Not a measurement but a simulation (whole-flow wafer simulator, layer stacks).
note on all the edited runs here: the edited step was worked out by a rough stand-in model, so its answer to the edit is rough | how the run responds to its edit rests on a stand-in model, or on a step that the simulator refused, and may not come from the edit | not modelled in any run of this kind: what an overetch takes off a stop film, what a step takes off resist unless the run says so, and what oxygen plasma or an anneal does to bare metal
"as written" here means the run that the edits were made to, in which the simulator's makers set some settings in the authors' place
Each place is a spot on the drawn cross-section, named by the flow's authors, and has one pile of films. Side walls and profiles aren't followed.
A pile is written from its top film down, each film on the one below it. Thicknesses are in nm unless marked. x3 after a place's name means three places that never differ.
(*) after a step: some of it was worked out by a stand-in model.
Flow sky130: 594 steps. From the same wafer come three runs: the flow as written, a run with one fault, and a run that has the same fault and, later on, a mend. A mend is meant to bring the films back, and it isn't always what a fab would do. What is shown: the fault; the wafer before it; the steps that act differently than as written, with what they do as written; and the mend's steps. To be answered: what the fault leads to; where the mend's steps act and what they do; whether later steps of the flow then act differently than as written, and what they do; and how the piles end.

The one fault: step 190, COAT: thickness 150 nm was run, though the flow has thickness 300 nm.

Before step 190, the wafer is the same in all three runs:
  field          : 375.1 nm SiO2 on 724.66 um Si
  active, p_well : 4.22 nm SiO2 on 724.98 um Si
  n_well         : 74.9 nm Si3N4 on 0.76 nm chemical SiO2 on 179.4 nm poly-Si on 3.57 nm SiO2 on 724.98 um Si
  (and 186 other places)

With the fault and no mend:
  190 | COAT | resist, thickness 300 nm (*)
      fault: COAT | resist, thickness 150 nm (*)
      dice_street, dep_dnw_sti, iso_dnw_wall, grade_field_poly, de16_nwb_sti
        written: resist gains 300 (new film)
        fault: resist gains 150 (new film)
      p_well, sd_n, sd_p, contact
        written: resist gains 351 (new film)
        fault: resist gains 201.4 (new film)
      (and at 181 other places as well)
  Steps further on in the flow that do not act as written (not shown: 14 more steps that differ only slightly, by at most 2% or 0.5 nm, whichever is larger):
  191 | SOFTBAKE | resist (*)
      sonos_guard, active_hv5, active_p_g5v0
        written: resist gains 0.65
        fault: nothing
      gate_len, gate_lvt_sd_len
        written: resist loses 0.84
        fault: nothing
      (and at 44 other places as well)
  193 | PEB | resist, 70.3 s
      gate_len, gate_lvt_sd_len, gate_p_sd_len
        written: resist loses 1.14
        fault: nothing
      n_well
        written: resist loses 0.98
        fault: nothing
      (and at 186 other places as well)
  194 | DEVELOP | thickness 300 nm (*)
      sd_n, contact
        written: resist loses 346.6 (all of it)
        fault: resist loses 199.1 (all of it)
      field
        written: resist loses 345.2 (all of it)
        fault: resist loses 184 (all of it)
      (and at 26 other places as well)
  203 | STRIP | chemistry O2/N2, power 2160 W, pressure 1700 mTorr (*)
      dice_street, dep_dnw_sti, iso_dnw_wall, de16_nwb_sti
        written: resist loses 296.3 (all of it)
        fault: resist loses 148.4 (all of it)
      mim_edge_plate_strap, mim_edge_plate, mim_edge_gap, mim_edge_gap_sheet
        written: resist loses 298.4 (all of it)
        fault: resist loses 150.8 (all of it)
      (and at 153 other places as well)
  The piles end only slightly different from the flow's at the places that both follow, by no more than 2% or 0.5 nm, whichever is larger.

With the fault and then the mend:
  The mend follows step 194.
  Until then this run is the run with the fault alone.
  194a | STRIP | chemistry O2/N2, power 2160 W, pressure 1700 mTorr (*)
      n_well, pad, poly_dn, gate_p_hvt_sd
        resist loses 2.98 (all of it)
      dice_street, dep_dnw_sti, iso_dnw_wall, de16_nwb_sti
        resist loses 148.4 (all of it)
      mim_edge_plate_strap, mim_edge_plate, mim_edge_gap, mim_edge_gap_sheet
        resist loses 150.8 (all of it)
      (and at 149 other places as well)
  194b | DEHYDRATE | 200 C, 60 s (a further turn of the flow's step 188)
      alters no film at any place that is followed
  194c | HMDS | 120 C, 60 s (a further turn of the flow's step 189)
      alters no film at any place that is followed
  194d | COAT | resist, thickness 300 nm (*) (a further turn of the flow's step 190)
      p_well, sd_n, sd_p, contact, active_hv5
        resist gains 351 (new film)
      dice_street, dep_dnw_sti, iso_dnw_wall, grade_field_poly, de16_nwb_sti
        resist gains 300 (new film)
      mim_edge_plate_strap, mim_edge_plate, mim_edge_gap, mim_edge_gap_sheet
        resist gains 302.1 (new film)
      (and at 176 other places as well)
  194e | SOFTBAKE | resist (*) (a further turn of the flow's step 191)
      npn_par_e, gate_pwde_dnw, ndiff_cd, pdiff_cd, pnp_par_e, de16_gate_nw
        resist gains 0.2
      iso_guard, gate_hv_dnw, rpo_hd_licon, de16_pw_sti
        resist gains 0.15
      sd_hvn, de16_ntap_nw, de16_gate_pw, de16_ptap_pw
        resist gains 0.26
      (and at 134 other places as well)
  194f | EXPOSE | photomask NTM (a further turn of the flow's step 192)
      alters no film at any place that is followed
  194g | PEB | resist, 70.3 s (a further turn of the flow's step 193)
      dice_street, vpp_iso1, vpp_iso2 and 8 more
        resist loses 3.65
      p_well, sd_n, sd_p, contact, pplus_nw, active_hv5
        resist loses 4.41
      vpp_sp, vpp_ln, m5_stack_ln, via4_hole
        resist loses 3.64
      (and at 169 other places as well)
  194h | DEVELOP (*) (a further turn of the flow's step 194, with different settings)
      m1, mim, gate_p and 30 more
        resist loses 0.02
      sd_n, contact
        resist loses 346.6 (all of it)
      field
        resist loses 345.2 (all of it)
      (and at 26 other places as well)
  Later steps of the flow that are run all act as written at every place that is followed.
  At every place that both follow, the piles at the end match the flow's.
